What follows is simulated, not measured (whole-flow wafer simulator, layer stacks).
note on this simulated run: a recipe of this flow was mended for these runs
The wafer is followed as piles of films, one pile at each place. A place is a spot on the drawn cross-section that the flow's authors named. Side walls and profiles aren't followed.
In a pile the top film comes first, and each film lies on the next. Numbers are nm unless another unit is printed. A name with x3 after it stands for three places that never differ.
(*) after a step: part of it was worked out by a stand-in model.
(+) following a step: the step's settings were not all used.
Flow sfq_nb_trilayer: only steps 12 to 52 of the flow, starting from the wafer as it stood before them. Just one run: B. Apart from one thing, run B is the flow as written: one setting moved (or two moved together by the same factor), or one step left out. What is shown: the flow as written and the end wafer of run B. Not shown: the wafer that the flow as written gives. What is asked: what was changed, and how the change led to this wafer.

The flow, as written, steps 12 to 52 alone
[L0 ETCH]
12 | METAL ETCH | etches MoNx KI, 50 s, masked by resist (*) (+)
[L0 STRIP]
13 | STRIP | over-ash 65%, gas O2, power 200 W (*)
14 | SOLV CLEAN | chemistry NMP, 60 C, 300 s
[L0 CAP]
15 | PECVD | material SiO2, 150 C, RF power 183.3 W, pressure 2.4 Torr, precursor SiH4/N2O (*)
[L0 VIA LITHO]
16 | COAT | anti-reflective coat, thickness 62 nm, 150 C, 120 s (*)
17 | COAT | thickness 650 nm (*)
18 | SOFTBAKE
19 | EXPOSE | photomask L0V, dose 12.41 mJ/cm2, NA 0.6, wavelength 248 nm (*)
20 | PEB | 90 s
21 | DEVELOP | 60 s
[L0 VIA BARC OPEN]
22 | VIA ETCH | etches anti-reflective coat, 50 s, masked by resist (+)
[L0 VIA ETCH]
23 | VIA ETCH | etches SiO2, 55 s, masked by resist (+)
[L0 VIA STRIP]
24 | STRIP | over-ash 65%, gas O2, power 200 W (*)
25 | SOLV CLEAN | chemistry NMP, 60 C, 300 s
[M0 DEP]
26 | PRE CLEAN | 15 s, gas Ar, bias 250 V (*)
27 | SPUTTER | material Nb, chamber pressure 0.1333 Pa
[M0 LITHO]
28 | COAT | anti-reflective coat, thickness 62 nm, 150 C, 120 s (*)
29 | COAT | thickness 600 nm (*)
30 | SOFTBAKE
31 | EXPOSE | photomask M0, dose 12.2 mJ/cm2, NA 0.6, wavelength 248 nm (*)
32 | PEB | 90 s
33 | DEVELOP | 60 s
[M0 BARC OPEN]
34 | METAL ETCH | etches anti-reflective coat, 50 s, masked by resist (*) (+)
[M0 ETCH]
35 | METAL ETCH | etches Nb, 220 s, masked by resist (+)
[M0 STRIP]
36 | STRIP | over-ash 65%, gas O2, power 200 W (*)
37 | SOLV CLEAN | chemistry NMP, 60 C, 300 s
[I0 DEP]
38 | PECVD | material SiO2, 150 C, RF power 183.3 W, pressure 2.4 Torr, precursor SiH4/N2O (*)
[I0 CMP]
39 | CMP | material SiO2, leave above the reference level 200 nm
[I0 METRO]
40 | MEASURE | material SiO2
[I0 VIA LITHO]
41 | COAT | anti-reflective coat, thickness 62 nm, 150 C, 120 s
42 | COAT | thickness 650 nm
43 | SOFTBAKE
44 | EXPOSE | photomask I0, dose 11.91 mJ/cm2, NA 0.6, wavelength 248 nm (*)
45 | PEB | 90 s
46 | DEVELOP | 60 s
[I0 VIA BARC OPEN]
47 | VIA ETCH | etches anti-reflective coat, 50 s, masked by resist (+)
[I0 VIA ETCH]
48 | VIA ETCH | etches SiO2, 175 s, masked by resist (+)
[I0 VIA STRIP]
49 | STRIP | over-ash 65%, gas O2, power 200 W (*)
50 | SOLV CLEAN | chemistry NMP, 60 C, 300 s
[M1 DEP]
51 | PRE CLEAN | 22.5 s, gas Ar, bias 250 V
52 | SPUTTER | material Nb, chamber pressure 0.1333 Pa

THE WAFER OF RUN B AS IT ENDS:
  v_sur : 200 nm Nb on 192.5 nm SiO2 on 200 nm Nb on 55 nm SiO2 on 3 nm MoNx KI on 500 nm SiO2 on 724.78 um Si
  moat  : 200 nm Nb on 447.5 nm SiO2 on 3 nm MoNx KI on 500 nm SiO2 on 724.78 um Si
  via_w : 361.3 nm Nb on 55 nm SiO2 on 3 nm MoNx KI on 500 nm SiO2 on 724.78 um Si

Cause: step 12, METAL ETCH: 37 s was run, while the flow as written has 50 s.

Step by step, how the change led to this:
  12 | METAL ETCH | etches MoNx KI, 50 s, masked by resist (*) (+)
      v_sur, via_wl, via_w and 97 more: -37 MoNx KI (in the flow as written it would be: -40 MoNx KI (all of it), -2 SiO2)
      field_l, l0_sur, l0v, l0r_line_l, l0r_line_c, l0r_line_r: -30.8 KrF-resist-other-grade (in the flow as written it would be: -41.7 KrF-resist-other-grade)
  13 | STRIP | over-ash 65%, gas O2, power 200 W (*)
      field_l, l0_sur, l0v, l0r_line_l, l0r_line_c, l0r_line_r: -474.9 KrF-resist-other-grade (all of it), -62 anti-reflective coat (all of it) (in the flow as written it would be: -464.1 KrF-resist-other-grade (all of it), -62 anti-reflective coat (all of it))
  15 | PECVD | material SiO2, 150 C, RF power 183.3 W, pressure 2.4 Torr, precursor SiH4/N2O (*)
      v_sur, via_wl, via_w and 97 more: +60 SiO2 (new film) (in the flow as written it would be: +60 SiO2)
  16 | COAT | anti-reflective coat, thickness 62 nm, 150 C, 120 s (*)
      field_l: +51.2 anti-reflective coat (new film) (in the flow as written it would be: +50 anti-reflective coat (new film))
      v_sur: +76.3 anti-reflective coat (new film) (in the flow as written it would be: +78.1 anti-reflective coat (new film))
      (and at 3 other places as well)
  24 | STRIP | over-ash 65%, gas O2, power 200 W (*)
      field_l: -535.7 KrF-resist-other-grade (all of it), -51.2 anti-reflective coat (all of it) (in the flow as written it would be: -534.7 KrF-resist-other-grade (all of it), -50 anti-reflective coat (all of it))
      v_sur: -544.1 KrF-resist-other-grade (all of it), -76.3 anti-reflective coat (all of it) (in the flow as written it would be: -544.6 KrF-resist-other-grade (all of it), -78.1 anti-reflective coat (all of it))
      (and at 3 other places as well)
  28 | COAT | anti-reflective coat, thickness 62 nm, 150 C, 120 s (*)
      field_l: +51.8 anti-reflective coat (new film) (in the flow as written it would be: +50.5 anti-reflective coat (new film))
      v_sur: +76.4 anti-reflective coat (new film) (in the flow as written it would be: +78.2 anti-reflective coat (new film))
      (and at 3 other places as well)
  36 | STRIP | over-ash 65%, gas O2, power 200 W (*)
      field_l: -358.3 KrF-resist-other-grade (all of it), -51.8 anti-reflective coat (all of it) (in the flow as written it would be: -357.4 KrF-resist-other-grade (all of it), -50.5 anti-reflective coat (all of it))
      v_sur: -367 KrF-resist-other-grade (all of it), -76.4 anti-reflective coat (all of it) (in the flow as written it would be: -367.4 KrF-resist-other-grade (all of it), -78.2 anti-reflective coat (all of it))
      (and at 3 other places as well)
If metal films that touch count as one body, v_sur has 3 bodies (between them, from the top down: SiO2 192.5; SiO2 55); the flow as written gives 2 bodies (between them, from the top down: SiO2 192.5).
If metal films that touch count as one body, moat has 2 bodies (between them, from the top down: SiO2 447.5); the flow as written gives 1 body.
If metal films that touch count as one body, via_w has 2 bodies (between them, from the top down: SiO2 55); the flow as written gives 1 body.
